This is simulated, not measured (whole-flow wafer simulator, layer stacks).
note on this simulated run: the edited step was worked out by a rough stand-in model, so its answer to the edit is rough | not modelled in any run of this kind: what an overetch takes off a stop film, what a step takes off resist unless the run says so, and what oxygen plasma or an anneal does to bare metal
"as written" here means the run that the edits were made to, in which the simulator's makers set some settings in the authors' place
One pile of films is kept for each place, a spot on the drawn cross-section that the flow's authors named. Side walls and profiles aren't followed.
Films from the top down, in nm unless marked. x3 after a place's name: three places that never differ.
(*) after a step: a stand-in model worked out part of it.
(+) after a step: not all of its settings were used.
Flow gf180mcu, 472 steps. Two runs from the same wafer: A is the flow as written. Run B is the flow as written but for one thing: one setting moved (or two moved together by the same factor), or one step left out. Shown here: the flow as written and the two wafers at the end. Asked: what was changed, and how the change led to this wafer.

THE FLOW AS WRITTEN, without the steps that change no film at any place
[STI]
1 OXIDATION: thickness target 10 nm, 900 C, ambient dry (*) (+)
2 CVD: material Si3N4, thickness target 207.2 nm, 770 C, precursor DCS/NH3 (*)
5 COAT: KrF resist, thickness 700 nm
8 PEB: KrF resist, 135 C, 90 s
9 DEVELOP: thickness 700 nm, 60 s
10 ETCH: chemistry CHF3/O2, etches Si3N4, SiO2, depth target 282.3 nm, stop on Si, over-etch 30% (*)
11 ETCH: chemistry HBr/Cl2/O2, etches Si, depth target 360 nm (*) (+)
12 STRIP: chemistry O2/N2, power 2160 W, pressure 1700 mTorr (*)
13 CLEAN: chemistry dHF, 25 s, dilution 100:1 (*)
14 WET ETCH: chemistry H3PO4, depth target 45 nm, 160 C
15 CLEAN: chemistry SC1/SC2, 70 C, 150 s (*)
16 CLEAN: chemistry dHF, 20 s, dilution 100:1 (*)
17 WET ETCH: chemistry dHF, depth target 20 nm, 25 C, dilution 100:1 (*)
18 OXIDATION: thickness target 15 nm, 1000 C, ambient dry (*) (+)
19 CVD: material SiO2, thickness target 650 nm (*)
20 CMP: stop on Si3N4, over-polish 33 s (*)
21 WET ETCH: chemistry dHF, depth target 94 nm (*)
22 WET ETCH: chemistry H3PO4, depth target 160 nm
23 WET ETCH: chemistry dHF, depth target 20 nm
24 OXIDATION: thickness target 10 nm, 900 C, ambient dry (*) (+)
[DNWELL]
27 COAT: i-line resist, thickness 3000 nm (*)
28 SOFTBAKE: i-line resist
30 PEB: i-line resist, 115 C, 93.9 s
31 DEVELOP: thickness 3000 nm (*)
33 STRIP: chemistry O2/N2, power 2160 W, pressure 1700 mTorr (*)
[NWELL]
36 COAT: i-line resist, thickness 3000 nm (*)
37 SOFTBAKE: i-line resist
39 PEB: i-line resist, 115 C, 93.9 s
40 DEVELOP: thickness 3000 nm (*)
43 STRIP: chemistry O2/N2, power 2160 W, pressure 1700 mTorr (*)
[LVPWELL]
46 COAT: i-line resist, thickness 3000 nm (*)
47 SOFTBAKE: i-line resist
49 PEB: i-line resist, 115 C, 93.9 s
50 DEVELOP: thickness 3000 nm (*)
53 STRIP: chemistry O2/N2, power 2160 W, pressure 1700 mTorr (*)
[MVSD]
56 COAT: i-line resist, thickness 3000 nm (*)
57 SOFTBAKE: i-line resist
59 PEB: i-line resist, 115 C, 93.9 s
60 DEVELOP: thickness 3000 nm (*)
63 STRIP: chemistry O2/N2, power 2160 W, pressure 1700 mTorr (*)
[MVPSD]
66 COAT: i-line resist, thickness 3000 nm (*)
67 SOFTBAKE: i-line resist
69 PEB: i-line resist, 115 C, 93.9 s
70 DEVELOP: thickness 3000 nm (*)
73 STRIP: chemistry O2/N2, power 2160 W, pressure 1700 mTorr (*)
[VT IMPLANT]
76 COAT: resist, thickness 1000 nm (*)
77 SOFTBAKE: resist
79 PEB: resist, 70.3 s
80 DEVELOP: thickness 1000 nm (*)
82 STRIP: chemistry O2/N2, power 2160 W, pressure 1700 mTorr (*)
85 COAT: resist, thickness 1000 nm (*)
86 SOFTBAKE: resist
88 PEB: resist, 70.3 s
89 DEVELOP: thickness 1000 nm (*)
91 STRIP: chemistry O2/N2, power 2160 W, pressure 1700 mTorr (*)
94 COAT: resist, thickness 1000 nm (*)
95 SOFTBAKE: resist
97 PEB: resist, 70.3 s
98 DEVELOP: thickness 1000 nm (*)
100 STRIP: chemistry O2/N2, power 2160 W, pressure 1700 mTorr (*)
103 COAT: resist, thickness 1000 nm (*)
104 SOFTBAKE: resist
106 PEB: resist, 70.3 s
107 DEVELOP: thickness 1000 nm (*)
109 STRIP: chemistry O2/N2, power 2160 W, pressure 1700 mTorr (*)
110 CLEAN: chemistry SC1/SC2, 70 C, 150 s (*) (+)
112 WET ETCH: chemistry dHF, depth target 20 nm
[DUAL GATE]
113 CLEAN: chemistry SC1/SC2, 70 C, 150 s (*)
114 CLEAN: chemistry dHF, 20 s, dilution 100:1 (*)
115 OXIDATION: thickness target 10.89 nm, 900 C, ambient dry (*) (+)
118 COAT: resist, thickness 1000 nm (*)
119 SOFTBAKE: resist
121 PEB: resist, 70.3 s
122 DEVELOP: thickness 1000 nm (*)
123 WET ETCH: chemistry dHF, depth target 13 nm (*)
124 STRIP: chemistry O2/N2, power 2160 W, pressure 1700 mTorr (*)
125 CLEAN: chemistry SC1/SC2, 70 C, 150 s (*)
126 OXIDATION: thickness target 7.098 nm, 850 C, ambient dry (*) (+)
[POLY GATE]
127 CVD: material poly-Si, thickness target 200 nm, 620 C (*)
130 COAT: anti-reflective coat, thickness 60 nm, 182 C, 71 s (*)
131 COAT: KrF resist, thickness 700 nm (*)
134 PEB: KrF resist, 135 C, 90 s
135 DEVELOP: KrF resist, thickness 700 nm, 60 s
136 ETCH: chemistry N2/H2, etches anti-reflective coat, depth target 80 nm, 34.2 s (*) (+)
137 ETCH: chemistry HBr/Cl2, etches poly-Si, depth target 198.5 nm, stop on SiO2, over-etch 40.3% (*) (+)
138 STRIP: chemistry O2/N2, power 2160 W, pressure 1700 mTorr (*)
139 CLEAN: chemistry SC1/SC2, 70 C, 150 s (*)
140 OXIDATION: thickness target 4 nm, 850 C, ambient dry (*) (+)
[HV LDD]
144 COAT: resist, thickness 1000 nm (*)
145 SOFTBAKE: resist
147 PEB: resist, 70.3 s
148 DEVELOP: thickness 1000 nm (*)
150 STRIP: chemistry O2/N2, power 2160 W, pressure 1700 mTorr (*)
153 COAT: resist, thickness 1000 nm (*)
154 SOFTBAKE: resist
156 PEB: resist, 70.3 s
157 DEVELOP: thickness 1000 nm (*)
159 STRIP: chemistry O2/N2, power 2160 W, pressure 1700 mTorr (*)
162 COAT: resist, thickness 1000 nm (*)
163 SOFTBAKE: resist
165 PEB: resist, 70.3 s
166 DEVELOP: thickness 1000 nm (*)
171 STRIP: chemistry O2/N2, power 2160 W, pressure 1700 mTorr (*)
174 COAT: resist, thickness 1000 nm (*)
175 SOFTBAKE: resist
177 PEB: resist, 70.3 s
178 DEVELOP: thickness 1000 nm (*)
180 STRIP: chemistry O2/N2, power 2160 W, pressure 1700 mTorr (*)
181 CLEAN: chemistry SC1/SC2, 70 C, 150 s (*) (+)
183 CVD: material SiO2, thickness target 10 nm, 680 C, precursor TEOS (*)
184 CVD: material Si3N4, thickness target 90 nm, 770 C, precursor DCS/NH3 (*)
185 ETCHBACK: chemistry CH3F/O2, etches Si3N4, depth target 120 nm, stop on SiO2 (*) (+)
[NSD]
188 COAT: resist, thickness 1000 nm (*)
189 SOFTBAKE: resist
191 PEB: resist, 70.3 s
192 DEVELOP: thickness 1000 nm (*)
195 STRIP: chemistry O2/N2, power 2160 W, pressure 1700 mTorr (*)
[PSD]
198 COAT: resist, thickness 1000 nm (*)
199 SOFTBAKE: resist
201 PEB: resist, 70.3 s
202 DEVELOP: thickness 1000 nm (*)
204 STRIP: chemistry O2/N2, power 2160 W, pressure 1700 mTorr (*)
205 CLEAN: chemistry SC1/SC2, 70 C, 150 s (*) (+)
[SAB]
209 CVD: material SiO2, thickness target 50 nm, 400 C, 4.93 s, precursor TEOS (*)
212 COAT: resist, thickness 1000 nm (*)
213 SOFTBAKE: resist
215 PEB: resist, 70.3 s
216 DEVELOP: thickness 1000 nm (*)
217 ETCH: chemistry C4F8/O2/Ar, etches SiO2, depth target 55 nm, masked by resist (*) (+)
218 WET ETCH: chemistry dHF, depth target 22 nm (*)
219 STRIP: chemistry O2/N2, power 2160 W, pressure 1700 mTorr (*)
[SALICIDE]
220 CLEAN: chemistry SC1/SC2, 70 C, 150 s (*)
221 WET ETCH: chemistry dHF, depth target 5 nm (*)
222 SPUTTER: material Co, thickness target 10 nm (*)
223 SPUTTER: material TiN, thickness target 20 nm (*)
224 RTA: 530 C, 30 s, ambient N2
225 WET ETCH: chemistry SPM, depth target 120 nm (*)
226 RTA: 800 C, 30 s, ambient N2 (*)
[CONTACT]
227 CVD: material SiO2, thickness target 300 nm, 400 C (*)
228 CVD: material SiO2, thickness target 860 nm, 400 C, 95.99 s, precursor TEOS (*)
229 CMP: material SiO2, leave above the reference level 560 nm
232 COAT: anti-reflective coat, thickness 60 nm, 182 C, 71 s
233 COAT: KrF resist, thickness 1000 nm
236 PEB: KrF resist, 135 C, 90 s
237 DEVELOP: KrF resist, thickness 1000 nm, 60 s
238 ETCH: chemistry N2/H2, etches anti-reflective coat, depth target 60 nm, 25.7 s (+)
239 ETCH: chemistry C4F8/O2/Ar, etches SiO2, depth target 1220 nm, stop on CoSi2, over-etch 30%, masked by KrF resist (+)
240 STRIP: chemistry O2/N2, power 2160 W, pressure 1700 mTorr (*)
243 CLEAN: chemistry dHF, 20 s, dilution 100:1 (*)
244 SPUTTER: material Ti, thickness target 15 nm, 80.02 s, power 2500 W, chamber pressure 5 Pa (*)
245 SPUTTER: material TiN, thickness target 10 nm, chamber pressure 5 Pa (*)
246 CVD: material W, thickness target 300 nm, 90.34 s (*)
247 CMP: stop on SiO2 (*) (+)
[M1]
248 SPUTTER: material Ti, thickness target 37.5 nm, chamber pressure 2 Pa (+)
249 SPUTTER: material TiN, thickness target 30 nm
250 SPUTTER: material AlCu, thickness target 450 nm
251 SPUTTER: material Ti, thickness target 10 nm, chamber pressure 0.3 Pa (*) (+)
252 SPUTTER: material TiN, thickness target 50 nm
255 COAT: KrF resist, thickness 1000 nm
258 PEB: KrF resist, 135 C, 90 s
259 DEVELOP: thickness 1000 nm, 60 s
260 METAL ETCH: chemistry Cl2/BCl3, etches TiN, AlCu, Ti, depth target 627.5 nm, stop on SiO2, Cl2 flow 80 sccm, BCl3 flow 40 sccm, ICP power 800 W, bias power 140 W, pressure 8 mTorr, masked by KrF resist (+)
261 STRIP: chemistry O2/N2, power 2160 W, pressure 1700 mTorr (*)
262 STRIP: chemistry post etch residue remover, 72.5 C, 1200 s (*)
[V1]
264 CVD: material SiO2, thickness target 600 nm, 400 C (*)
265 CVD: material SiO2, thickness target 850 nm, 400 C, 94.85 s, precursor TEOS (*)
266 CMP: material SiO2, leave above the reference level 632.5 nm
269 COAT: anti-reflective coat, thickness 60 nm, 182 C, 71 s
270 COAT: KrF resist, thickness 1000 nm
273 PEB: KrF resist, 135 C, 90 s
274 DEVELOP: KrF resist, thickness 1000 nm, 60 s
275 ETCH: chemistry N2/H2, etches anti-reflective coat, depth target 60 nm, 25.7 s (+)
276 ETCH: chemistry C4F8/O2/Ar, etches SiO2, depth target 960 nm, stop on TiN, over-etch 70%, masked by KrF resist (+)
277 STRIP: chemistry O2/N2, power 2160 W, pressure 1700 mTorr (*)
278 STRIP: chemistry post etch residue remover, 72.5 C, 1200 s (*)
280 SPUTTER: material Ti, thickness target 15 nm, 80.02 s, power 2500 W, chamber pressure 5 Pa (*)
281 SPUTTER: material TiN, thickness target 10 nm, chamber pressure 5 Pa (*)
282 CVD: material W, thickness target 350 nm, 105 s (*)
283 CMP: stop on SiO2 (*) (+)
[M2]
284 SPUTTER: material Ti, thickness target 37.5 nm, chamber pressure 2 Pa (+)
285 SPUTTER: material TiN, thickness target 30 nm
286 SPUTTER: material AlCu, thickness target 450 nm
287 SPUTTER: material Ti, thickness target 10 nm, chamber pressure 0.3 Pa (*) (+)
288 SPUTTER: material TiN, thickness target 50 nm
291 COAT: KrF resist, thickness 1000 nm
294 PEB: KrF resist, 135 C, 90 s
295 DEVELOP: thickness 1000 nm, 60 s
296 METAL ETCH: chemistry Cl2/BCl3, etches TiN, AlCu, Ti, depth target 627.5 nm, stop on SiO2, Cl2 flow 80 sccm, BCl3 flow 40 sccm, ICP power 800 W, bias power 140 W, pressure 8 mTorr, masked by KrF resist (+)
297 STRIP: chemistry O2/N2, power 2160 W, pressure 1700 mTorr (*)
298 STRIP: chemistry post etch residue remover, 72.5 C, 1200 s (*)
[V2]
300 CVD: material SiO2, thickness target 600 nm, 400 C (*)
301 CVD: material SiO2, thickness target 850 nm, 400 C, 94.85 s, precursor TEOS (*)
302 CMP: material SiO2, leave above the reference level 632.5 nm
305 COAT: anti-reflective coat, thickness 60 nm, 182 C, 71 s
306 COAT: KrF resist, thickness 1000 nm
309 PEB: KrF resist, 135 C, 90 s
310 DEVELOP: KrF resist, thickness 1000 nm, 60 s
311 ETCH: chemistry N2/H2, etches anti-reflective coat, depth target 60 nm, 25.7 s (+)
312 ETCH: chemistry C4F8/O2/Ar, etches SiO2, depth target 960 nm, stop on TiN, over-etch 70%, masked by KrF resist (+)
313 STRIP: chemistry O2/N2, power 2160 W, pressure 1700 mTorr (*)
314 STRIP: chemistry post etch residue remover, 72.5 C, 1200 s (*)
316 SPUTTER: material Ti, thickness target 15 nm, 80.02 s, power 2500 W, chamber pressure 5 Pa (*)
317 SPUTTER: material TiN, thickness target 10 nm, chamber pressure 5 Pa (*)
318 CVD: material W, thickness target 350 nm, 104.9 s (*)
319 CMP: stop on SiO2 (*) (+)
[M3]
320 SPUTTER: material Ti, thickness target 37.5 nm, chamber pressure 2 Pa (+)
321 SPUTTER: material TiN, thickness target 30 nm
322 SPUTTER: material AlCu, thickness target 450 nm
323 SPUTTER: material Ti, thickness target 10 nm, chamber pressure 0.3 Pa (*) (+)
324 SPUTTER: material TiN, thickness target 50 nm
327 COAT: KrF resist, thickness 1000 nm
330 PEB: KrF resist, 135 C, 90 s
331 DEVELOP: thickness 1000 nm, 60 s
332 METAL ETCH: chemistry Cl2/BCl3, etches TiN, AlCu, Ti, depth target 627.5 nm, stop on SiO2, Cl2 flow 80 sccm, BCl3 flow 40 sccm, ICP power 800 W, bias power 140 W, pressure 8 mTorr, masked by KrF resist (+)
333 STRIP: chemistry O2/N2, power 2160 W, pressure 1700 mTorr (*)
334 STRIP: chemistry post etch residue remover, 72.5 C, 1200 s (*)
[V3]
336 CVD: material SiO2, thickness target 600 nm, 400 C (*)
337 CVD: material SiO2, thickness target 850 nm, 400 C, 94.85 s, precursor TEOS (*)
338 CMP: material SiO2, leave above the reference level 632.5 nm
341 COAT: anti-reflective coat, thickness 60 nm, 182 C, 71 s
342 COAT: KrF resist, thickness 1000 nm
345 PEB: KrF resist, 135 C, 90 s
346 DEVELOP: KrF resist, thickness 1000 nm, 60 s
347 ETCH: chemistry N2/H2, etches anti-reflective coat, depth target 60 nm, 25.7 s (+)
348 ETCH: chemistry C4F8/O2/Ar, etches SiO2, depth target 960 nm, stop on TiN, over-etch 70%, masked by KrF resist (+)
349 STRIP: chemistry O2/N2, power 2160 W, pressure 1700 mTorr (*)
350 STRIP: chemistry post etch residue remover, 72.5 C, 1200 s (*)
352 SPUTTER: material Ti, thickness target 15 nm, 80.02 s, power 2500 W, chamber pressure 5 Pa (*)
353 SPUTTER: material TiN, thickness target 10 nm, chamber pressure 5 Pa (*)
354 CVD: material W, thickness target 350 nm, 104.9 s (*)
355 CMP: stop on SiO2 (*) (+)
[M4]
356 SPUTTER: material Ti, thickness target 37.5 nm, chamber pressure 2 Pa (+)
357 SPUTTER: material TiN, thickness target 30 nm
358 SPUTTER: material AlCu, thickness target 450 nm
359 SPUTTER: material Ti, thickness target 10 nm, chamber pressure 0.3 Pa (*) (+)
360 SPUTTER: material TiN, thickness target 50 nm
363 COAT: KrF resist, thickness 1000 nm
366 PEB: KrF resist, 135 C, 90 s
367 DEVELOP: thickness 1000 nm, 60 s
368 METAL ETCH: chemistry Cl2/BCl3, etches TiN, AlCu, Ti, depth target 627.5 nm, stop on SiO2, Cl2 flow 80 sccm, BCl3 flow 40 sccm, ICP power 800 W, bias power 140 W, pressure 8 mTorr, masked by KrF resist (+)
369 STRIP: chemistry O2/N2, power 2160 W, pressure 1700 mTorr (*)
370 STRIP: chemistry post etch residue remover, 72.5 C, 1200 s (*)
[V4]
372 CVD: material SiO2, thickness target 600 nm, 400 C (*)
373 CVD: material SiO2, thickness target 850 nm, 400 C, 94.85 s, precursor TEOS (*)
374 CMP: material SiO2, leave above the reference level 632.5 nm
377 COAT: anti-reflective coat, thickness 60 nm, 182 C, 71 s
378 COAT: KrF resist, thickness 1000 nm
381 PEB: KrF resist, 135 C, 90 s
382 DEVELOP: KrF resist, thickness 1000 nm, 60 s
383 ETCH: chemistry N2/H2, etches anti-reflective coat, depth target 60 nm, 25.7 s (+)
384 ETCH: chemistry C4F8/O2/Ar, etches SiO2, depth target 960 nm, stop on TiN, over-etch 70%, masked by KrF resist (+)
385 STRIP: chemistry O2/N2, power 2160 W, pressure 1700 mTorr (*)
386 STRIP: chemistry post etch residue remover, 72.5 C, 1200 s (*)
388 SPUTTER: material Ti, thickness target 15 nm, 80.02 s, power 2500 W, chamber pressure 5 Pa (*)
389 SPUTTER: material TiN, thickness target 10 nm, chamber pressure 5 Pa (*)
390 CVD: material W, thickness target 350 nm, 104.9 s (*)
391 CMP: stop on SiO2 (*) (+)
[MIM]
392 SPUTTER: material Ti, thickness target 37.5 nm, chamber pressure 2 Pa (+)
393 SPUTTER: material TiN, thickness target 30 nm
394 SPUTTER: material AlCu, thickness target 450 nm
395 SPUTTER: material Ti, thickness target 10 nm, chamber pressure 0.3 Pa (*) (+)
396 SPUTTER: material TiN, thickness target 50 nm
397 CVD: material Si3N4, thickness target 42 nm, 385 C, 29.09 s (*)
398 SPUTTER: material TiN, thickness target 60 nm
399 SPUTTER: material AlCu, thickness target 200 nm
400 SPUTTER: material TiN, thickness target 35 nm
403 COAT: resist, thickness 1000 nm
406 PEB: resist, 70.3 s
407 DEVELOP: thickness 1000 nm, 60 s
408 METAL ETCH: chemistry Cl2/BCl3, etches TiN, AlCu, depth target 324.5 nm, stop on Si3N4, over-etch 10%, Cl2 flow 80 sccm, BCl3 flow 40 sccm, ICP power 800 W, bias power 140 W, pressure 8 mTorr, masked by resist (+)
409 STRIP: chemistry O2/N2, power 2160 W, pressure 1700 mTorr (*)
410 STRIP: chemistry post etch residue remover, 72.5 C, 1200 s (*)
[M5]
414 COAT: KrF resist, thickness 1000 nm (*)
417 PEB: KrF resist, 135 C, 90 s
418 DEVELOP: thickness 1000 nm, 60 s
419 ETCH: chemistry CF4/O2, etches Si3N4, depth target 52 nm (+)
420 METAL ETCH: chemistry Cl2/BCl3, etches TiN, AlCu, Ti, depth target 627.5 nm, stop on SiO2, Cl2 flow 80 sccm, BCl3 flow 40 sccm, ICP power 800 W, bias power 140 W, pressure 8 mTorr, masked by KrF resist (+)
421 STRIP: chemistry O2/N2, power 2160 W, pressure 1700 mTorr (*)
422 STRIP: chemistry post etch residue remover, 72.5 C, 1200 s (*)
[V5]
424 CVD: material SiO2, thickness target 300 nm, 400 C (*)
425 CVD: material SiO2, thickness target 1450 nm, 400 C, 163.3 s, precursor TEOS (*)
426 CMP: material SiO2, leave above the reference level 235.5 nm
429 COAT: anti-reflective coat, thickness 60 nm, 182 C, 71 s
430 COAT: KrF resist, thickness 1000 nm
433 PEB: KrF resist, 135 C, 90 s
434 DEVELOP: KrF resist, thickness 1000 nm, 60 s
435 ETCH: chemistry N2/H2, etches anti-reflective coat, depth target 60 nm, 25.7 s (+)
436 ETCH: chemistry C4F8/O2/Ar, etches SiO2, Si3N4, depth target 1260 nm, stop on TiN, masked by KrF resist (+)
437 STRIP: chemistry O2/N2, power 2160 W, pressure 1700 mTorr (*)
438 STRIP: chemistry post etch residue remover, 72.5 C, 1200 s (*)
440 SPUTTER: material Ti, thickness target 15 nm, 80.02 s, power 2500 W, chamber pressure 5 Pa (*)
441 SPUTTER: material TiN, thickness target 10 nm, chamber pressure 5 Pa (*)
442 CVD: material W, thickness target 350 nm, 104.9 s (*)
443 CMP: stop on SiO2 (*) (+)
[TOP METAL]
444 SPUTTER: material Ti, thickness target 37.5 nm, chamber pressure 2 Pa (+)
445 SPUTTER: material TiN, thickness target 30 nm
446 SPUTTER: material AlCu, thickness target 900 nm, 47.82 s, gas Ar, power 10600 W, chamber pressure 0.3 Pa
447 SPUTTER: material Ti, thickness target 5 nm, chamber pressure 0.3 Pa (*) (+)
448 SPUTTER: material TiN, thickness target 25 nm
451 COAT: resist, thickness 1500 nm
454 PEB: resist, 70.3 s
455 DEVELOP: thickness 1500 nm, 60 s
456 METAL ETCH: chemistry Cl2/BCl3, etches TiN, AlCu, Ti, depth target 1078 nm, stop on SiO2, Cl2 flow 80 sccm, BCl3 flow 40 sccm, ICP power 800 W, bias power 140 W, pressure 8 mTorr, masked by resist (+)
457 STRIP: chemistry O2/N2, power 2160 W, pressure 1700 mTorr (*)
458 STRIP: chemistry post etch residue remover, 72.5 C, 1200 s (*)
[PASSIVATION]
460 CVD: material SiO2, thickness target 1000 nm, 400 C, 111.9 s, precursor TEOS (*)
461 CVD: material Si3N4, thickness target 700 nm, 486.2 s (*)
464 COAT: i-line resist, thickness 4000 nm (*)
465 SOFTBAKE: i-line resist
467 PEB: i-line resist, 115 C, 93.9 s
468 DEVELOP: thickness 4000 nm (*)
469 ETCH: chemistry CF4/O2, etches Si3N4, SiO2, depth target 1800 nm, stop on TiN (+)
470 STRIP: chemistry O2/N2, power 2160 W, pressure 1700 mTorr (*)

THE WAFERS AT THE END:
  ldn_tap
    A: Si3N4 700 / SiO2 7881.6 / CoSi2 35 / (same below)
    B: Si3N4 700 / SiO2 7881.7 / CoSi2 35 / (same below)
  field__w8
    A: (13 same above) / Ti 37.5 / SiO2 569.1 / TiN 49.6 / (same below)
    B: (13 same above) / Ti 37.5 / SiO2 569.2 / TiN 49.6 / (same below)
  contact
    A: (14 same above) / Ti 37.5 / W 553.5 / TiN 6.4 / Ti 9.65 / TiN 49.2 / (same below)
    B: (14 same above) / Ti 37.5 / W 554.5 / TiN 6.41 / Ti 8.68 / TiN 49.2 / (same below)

The cause: step 388, SPUTTER: 72.02 s was run, where the flow has 80.02 s.

How the change led to this, step by step:
  388 SPUTTER: material Ti, thickness target 15 nm, 80.02 s, power 2500 W, chamber pressure 5 Pa (*)
      field, field__w1, field__w2 and 107 more: A Ti +15 (new film) | B Ti +13.5 (new film)
      contact: A Ti +9.65 (new film) | B Ti +8.68 (new film)
  391 CMP: stop on SiO2 (*) (+)
      field, field__w1, field__w2 and 107 more: A W -350 (all of it), TiN -10 (all of it), Ti -15 (all of it), SiO2 -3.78 | B W -350 (all of it), TiN -10 (all of it), Ti -13.5 (all of it), SiO2 -3.77
